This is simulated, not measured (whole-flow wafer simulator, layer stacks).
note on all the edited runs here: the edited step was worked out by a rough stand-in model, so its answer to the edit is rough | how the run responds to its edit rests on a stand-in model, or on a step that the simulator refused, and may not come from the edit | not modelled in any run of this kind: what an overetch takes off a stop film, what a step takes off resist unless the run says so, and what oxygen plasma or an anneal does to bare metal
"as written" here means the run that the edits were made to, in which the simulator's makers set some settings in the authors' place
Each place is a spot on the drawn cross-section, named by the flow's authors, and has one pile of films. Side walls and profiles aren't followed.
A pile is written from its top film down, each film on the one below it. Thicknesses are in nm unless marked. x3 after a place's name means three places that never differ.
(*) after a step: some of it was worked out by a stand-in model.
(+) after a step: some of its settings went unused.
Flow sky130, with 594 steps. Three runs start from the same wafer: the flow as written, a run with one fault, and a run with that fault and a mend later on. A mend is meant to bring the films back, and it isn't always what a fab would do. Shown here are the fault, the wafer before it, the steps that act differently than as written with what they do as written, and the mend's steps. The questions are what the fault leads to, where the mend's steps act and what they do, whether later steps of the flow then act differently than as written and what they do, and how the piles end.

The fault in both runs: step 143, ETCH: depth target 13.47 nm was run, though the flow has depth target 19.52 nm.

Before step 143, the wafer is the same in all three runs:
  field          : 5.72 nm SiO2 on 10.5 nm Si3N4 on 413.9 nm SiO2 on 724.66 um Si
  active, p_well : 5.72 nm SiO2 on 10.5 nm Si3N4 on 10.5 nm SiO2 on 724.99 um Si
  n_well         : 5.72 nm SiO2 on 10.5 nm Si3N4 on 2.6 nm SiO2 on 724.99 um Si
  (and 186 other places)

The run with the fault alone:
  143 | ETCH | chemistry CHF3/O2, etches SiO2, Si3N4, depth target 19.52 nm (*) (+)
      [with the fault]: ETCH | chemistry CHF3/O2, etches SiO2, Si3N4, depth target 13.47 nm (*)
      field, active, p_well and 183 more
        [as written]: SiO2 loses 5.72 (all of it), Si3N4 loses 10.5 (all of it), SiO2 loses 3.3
        [with the fault]: SiO2 loses 5.72 (all of it), Si3N4 loses 7.75
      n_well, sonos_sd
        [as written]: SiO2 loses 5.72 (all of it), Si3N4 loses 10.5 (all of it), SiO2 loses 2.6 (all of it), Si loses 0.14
        [with the fault]: SiO2 loses 5.72 (all of it), Si3N4 loses 7.75
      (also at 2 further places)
  Later steps of the flow acting differently than as written (not shown: 45 more steps that differ only slightly, by at most 2% or 0.5 nm, whichever is larger):
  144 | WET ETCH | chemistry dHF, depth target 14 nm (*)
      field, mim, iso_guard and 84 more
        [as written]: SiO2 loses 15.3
        [with the fault]: Si3N4 loses 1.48
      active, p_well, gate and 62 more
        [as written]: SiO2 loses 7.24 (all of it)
        [with the fault]: Si3N4 loses 1.48
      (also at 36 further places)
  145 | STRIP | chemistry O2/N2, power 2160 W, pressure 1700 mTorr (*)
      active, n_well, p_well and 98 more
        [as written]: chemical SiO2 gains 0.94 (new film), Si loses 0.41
        [with the fault]: nothing
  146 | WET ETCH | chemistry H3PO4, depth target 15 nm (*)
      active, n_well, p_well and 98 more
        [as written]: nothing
        [with the fault]: Si3N4 loses 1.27 (all of it), SiO2 loses 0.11
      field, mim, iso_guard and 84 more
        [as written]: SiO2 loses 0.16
        [with the fault]: Si3N4 loses 1.27 (all of it), SiO2 loses 0.14
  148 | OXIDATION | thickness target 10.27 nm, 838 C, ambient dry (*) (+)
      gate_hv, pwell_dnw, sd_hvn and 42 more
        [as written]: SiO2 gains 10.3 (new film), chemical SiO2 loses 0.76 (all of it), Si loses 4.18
        [with the fault]: SiO2 gains 6.52, Si loses 2.87
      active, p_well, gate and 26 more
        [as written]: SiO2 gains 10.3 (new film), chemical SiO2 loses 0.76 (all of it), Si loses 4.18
        [with the fault]: SiO2 gains 6.53, Si loses 2.87
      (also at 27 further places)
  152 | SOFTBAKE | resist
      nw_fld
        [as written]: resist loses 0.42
        [with the fault]: resist gains 1.42
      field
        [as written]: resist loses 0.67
        [with the fault]: resist loses 0.04
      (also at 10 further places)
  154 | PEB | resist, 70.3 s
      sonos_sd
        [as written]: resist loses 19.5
        [with the fault]: resist loses 20.1
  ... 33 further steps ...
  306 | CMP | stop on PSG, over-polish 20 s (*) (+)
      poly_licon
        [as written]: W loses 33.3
        [with the fault]: W loses 50
  At field, gate_hv, m1 and 127 more, the piles at the end differ from the flow's by more than 2% or 0.5 nm, whichever is larger.
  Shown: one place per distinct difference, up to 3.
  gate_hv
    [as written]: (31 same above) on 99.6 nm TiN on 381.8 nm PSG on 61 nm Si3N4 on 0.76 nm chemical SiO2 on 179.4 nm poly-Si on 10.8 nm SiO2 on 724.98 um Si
    [with the fault]: (31 same above) on 99.6 nm TiN on 375.5 nm PSG on 61 nm Si3N4 on 0.76 nm chemical SiO2 on 179.4 nm poly-Si on 17.1 nm SiO2 on 724.99 um Si
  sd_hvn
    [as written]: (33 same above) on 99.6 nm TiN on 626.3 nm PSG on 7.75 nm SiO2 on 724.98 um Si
    [with the fault]: (33 same above) on 99.6 nm TiN on 620.1 nm PSG on 13.9 nm SiO2 on 724.98 um Si
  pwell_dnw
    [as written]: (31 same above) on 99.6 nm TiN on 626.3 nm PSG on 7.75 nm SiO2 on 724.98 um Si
    [with the fault]: (31 same above) on 99.6 nm TiN on 620.1 nm PSG on 13.9 nm SiO2 on 724.98 um Si

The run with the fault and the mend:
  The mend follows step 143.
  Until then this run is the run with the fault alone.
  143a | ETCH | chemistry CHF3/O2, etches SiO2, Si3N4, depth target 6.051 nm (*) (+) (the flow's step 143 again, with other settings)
      field, active, p_well and 183 more
        Si3N4 loses 2.75 (all of it), SiO2 loses 3.3
      n_well, sonos_sd
        Si3N4 loses 2.75 (all of it), SiO2 loses 2.6 (all of it), Si loses 0.14
      sonos_cell, sonos_cell_x
        resist loses 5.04
  Every later step of the flow that is run acts as written, at every place that is followed, to within 2% or 0.5 nm, whichever is larger.
  The piles end the same as the flow's at every place that both follow.
